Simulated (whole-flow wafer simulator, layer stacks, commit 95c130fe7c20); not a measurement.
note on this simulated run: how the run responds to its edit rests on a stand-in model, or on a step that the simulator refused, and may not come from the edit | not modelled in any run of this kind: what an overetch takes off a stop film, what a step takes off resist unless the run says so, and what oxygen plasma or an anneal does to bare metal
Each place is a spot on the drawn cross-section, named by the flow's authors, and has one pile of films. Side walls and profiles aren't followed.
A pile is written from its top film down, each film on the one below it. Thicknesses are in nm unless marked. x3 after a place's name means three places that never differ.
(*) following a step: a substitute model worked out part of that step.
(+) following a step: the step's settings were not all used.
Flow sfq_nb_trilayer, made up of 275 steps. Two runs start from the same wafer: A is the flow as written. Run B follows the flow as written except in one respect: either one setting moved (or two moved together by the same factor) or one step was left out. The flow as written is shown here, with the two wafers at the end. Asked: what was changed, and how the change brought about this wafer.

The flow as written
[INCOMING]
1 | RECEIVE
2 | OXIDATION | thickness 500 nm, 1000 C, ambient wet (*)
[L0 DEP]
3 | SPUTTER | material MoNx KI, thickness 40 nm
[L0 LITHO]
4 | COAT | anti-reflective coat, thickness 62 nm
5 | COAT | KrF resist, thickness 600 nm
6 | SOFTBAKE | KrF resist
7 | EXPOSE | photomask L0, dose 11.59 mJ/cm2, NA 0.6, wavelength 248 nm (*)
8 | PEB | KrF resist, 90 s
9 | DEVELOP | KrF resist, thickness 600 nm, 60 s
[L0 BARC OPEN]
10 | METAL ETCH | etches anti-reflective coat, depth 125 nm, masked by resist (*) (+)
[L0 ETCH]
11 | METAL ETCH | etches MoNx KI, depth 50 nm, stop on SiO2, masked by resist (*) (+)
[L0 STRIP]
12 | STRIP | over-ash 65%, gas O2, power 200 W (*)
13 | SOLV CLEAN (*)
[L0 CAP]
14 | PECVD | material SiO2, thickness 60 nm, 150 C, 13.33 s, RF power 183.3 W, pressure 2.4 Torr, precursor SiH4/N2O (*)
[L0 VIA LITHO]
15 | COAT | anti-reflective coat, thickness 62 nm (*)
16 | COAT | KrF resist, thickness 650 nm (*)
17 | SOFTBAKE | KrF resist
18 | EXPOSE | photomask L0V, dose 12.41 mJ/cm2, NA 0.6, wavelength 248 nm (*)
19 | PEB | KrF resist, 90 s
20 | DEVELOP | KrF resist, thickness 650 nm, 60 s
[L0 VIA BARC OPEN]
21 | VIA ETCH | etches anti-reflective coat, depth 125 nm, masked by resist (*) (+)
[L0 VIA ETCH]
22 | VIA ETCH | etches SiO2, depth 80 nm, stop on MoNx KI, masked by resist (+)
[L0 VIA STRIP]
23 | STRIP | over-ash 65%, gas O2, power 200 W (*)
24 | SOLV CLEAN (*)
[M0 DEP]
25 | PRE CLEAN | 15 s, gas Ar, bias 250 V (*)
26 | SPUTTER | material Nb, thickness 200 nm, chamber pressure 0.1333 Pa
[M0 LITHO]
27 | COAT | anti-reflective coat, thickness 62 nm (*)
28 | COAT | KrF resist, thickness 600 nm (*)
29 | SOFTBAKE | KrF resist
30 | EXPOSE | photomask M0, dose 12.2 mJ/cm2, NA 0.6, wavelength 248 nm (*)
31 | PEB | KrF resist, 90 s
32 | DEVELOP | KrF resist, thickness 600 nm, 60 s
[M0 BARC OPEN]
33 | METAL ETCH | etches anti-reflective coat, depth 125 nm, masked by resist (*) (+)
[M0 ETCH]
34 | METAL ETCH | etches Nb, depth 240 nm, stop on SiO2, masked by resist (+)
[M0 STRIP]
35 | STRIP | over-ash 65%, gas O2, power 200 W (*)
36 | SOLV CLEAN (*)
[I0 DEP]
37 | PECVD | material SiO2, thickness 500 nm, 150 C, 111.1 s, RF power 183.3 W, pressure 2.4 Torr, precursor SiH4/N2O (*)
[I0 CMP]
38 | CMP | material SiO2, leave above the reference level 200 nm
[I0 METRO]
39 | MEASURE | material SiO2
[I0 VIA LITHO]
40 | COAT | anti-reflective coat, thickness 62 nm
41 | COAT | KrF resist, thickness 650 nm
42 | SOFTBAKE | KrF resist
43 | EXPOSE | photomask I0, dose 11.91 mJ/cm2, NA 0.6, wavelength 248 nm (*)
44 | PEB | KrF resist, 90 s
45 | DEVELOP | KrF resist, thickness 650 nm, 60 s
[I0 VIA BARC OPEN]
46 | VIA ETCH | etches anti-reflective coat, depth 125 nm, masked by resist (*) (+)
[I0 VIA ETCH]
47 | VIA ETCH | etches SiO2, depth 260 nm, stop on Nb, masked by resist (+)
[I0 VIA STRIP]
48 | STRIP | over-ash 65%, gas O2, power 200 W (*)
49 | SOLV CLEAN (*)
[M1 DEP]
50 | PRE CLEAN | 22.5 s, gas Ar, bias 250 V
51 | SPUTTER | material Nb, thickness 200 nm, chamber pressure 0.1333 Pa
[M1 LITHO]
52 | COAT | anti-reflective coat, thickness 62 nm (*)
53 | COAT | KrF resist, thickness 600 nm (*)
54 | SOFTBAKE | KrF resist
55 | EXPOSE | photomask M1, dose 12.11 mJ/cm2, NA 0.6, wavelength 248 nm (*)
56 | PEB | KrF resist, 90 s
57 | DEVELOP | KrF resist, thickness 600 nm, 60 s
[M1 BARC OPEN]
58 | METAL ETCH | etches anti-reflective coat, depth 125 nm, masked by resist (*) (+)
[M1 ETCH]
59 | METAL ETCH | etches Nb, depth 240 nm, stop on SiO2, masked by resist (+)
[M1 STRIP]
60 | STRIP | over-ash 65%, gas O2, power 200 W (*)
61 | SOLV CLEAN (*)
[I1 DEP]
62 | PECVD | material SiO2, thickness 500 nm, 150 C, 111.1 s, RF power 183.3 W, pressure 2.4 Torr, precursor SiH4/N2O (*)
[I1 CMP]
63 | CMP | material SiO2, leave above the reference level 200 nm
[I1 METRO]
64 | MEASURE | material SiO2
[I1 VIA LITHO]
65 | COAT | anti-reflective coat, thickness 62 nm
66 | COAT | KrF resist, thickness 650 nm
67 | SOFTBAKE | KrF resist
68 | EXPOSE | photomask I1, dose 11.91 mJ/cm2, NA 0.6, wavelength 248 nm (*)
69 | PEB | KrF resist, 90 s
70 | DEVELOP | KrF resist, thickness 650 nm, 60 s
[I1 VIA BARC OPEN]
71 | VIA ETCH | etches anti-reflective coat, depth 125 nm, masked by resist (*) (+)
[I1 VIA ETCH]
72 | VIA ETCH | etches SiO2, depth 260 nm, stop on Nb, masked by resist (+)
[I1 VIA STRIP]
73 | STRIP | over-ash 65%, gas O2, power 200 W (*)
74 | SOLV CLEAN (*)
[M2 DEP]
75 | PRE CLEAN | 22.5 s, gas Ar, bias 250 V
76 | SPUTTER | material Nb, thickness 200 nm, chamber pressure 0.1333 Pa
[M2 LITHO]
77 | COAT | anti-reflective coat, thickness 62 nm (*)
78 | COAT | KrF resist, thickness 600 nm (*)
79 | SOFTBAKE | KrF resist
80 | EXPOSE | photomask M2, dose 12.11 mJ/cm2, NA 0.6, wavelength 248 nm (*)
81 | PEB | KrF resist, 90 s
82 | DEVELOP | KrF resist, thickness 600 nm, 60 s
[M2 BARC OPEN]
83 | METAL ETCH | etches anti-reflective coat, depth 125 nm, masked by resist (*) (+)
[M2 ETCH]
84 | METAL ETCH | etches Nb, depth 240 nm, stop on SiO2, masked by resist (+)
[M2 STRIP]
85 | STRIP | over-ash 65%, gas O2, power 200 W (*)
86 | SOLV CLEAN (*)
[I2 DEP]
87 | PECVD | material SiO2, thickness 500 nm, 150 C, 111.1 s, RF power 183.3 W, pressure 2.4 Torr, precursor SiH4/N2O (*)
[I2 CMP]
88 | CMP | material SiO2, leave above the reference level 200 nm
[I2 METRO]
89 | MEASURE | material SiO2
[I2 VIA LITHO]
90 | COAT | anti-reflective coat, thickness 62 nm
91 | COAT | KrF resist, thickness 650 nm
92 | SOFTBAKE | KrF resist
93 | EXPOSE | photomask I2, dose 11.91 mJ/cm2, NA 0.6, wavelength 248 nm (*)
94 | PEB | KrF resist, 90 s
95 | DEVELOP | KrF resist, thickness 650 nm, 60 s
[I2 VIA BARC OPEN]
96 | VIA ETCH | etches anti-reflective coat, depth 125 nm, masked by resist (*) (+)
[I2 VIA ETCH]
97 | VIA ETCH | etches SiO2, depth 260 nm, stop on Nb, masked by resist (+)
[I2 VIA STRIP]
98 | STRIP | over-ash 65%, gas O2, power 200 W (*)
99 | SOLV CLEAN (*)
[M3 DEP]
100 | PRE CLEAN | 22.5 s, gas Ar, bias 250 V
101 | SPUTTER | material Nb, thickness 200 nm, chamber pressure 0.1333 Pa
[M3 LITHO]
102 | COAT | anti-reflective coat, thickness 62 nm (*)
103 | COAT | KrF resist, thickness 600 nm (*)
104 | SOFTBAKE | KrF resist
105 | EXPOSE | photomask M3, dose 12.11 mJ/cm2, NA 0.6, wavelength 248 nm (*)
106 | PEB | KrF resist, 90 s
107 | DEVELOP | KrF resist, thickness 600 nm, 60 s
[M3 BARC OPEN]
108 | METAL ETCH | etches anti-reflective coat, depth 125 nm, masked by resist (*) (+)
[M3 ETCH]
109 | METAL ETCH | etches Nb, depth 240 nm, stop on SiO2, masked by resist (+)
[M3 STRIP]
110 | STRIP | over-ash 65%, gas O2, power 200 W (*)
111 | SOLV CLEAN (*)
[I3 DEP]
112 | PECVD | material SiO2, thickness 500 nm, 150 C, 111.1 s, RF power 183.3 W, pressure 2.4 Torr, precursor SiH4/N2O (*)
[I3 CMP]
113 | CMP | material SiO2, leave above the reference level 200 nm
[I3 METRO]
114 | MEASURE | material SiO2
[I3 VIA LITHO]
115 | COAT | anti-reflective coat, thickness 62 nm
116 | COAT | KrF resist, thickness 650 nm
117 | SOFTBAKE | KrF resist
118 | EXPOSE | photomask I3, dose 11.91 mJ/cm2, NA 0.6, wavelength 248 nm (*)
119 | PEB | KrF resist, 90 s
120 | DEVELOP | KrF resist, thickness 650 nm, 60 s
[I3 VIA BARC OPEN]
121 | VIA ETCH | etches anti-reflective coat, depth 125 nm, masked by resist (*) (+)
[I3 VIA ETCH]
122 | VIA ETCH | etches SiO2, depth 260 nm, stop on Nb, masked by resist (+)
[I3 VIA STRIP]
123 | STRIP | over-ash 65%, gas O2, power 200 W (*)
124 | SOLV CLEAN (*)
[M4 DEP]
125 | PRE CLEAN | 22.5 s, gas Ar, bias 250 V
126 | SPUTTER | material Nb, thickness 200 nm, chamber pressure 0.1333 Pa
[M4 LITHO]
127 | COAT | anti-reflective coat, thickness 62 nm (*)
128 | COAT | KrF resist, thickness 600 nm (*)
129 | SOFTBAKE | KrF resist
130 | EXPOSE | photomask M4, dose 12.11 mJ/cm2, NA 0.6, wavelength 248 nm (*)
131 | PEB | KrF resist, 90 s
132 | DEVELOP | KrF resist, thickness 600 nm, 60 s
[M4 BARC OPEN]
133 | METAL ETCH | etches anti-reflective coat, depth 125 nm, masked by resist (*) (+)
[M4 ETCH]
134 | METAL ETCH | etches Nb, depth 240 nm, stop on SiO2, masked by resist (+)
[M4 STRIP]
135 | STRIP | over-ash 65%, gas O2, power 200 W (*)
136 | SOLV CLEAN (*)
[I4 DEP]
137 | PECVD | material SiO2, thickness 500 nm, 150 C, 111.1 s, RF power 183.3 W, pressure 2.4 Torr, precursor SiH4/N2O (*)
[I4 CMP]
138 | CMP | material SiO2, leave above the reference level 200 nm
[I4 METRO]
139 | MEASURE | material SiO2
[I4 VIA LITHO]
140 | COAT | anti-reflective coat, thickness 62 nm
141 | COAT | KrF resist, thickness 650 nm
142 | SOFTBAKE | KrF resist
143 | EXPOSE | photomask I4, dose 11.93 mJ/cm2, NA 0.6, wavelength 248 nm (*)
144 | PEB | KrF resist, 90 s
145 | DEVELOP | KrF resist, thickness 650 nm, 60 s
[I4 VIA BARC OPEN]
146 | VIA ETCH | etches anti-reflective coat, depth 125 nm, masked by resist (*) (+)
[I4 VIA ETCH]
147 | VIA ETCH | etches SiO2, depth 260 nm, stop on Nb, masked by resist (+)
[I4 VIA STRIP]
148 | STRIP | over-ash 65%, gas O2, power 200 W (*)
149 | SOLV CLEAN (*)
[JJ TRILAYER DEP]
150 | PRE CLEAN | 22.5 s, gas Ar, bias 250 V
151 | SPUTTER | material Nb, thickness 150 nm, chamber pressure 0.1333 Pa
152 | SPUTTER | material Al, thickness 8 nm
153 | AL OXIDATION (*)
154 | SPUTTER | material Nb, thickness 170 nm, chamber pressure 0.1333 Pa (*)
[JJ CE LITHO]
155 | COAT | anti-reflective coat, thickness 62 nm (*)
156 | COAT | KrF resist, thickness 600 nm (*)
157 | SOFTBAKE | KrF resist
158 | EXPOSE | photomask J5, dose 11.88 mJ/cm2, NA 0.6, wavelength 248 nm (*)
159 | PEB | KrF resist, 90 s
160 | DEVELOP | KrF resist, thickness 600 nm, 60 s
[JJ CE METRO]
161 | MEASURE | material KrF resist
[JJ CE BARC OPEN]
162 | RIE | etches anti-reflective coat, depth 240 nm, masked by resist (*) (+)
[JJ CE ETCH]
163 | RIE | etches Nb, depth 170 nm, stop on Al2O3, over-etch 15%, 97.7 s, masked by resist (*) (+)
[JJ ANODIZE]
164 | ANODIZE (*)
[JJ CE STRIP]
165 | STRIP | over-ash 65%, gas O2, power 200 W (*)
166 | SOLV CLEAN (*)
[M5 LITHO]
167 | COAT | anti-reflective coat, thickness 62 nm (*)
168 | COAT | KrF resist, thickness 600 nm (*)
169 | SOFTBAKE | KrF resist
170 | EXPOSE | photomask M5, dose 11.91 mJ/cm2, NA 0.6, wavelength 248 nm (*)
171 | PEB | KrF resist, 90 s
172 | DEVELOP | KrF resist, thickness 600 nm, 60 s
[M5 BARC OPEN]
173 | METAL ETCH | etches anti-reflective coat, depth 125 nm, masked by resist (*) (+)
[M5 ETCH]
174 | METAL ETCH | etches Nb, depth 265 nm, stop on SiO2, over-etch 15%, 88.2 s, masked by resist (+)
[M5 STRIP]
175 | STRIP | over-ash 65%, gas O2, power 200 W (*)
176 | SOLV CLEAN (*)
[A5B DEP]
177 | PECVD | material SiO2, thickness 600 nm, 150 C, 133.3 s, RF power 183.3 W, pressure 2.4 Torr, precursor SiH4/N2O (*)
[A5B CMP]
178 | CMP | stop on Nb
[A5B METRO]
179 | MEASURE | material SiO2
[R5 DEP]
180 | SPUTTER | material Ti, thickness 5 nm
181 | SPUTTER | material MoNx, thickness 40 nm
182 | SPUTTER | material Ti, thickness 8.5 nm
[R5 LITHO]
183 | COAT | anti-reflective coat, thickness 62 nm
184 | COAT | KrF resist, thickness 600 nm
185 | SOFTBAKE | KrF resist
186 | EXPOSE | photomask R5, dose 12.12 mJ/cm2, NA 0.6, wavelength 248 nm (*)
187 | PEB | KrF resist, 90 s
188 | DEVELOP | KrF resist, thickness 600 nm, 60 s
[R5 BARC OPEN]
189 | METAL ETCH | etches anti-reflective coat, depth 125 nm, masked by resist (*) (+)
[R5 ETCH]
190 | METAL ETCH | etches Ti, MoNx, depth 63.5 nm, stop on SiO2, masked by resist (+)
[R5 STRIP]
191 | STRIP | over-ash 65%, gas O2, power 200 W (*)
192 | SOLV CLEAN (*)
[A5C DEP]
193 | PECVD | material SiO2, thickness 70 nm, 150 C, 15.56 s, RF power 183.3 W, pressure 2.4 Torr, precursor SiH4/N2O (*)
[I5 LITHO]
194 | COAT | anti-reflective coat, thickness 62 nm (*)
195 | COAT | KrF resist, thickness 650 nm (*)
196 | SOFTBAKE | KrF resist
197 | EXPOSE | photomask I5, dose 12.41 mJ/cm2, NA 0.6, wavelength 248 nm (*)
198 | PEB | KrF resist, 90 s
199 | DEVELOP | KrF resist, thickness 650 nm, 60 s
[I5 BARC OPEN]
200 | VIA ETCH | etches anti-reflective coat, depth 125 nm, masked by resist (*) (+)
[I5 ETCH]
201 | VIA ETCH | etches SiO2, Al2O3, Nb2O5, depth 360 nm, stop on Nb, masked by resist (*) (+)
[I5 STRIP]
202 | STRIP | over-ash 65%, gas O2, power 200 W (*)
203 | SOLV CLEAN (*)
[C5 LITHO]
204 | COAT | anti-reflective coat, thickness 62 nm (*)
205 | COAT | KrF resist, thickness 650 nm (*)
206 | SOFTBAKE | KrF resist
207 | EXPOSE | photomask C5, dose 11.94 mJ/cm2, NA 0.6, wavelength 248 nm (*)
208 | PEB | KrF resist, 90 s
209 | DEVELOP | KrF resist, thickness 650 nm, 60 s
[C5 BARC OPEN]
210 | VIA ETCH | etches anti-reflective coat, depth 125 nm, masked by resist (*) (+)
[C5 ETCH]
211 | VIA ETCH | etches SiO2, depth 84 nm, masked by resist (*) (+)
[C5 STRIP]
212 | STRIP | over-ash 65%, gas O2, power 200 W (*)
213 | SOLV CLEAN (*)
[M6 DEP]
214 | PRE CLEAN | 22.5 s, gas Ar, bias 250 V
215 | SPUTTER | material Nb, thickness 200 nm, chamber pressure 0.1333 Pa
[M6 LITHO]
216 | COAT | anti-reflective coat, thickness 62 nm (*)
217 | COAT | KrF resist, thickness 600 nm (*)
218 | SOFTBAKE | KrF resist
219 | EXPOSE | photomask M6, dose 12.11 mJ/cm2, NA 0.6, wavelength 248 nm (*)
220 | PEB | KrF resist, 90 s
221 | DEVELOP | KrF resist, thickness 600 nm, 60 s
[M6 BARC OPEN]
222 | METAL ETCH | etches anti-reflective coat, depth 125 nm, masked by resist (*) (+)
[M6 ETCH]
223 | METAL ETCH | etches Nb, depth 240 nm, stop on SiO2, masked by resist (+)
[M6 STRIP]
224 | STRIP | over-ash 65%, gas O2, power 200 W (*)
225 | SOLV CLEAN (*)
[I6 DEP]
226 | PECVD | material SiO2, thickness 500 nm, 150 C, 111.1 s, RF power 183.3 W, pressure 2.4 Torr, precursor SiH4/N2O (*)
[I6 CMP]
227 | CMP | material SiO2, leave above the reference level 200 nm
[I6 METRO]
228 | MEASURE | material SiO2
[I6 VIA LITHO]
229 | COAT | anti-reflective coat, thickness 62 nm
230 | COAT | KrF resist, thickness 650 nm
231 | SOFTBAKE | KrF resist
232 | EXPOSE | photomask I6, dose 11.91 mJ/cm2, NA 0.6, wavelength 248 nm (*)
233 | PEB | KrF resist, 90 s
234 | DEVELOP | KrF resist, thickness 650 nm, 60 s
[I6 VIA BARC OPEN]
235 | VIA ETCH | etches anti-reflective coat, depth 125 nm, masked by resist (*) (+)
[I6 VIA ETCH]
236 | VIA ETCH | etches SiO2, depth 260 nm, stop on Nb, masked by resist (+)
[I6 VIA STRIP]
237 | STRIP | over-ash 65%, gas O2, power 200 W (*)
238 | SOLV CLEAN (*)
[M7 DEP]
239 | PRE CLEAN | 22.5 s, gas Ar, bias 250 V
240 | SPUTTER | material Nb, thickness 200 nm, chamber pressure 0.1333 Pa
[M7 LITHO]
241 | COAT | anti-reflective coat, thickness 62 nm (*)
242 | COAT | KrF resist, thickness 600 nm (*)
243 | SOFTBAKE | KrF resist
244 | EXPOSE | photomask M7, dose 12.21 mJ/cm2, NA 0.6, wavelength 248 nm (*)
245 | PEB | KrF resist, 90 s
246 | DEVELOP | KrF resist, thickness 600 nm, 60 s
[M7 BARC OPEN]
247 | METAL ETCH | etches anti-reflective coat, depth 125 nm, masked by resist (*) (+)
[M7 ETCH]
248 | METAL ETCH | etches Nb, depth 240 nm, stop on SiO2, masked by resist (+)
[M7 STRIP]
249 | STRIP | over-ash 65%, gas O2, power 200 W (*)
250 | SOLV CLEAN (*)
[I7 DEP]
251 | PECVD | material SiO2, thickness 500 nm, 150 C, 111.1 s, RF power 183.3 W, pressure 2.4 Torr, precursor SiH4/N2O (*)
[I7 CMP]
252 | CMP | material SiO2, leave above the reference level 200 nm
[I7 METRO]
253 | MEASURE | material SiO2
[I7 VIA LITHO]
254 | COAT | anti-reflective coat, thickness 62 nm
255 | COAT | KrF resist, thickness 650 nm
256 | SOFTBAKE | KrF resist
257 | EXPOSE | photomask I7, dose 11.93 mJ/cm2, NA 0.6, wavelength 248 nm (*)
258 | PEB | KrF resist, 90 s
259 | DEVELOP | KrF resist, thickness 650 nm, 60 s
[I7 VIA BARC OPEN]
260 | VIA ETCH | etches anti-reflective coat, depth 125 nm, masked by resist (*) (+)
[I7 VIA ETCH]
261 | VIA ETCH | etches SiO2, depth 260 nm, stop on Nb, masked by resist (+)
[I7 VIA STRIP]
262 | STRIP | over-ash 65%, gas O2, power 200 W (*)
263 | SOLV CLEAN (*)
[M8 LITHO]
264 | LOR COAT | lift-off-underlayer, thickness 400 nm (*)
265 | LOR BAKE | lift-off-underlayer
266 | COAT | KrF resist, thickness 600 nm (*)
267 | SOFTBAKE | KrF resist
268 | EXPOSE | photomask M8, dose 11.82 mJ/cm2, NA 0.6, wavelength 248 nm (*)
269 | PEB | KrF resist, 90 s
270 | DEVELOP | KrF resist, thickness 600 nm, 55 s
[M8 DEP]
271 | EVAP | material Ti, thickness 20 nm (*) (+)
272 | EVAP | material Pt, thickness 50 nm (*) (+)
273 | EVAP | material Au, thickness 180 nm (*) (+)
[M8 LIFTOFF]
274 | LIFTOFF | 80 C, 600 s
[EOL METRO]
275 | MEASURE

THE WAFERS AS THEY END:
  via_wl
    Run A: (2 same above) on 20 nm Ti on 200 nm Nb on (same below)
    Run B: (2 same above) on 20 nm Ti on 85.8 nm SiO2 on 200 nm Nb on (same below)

What caused this: step 261, VIA ETCH: depth 114 nm was run, though the flow has depth 260 nm.

Step by step, how the change led to this:
  261 | VIA ETCH | etches SiO2, depth 260 nm, stop on Nb, masked by resist (+)
      via_wl, via_w, via_wr: A -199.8 SiO2 (all of it) | B -114 SiO2
      field_l, v_sur, via_sp and 100 more: A -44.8 KrF resist | B -19.7 KrF resist
  262 | STRIP | over-ash 65%, gas O2, power 200 W (*)
      field_l, v_sur, via_sp and 100 more: A -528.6 KrF resist (all of it), -62 anti-reflective coat (all of it) | B -553.8 KrF resist (all of it), -62 anti-reflective coat (all of it)
  264 | LOR COAT | lift-off-underlayer, thickness 400 nm (*)
      via_wl, via_wr: A +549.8 lift-off-underlayer (new film) | B +485.5 lift-off-underlayer (new film)
      v_sur: A +369.4 lift-off-underlayer (new film) | B +382.5 lift-off-underlayer (new film)
      (as well as at 2 more places)
  266 | COAT | KrF resist, thickness 600 nm (*)
      via_w: A +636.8 KrF resist (new film) | B +621 KrF resist (new film)
  270 | DEVELOP | KrF resist, thickness 600 nm, 55 s
      v_sur: A -607.3 KrF resist (all of it), -369.4 lift-off-underlayer (all of it) | B -603.7 KrF resist (all of it), -382.5 lift-off-underlayer (all of it)
      via_wl: A -623.9 KrF resist (all of it), -549.8 lift-off-underlayer (all of it) | B -613.1 KrF resist (all of it), -485.5 lift-off-underlayer (all of it)
      (as well as at 3 more places)
Taking metal films that touch as one body, via_wl has 8 bodies (between them, from the top down: SiO2 85.8; SiO2 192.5; SiO2 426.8 / Al2O3 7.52 / Nb2O5 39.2; SiO2 192.5; SiO2 192.5; SiO2 192.5; SiO2 192.5); the flow as written gives 7 bodies (between them, from the top down: SiO2 192.5; SiO2 426.8 / Al2O3 7.52 / Nb2O5 39.2; SiO2 192.5; SiO2 192.5; SiO2 192.5; SiO2 192.5).
